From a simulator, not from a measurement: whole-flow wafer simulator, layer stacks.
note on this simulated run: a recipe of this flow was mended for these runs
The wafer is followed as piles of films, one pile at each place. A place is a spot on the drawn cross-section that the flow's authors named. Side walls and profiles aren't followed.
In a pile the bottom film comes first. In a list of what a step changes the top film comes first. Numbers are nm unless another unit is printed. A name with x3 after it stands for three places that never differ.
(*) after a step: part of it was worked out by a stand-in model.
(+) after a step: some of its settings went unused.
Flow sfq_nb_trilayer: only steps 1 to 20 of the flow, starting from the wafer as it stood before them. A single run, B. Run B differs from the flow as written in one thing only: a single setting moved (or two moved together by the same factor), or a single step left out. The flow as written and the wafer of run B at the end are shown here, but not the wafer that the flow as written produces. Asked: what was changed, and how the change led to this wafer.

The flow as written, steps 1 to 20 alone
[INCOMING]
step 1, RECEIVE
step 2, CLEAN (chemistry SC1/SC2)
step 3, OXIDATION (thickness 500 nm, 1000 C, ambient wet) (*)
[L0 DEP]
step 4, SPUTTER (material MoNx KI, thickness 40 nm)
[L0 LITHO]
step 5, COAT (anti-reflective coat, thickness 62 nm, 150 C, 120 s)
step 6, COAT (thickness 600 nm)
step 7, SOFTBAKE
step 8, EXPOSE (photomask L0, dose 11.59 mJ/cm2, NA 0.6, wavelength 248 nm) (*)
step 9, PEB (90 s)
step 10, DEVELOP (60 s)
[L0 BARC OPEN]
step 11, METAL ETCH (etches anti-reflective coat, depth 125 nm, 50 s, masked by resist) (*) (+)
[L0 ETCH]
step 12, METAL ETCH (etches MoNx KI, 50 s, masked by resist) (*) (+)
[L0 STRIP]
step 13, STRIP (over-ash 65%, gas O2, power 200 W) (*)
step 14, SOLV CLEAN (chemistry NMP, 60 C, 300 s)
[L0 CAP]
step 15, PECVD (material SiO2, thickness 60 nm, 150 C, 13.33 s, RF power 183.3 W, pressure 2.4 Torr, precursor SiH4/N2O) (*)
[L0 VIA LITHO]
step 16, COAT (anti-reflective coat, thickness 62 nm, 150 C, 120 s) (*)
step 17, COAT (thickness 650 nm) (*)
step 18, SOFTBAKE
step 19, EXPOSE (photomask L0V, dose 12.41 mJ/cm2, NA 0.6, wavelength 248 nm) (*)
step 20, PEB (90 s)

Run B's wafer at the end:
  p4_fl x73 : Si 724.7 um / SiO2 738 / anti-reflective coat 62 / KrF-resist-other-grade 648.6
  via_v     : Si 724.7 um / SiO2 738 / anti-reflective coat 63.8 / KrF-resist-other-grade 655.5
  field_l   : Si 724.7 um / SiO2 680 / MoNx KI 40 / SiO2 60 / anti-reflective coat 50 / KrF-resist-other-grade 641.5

The reason: step 3, OXIDATION: thickness 680 nm was run, whereas the flow has thickness 500 nm.
The wafer itself shows it: field_l has SiO2 680, and step 3 as written asks for 500 nm.

How this came from the change, step by step:
  step 3, OXIDATION (thickness 500 nm, 1000 C, ambient wet) (*)
      field_l, v_sur, via_wl and 103 more: SiO2 gains 680 (new film), chemical SiO2 loses 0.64 (all of it), Si loses 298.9 (as written it would have been: SiO2 gains 500 (new film), chemical SiO2 loses 0.64 (all of it), Si loses 219.7)
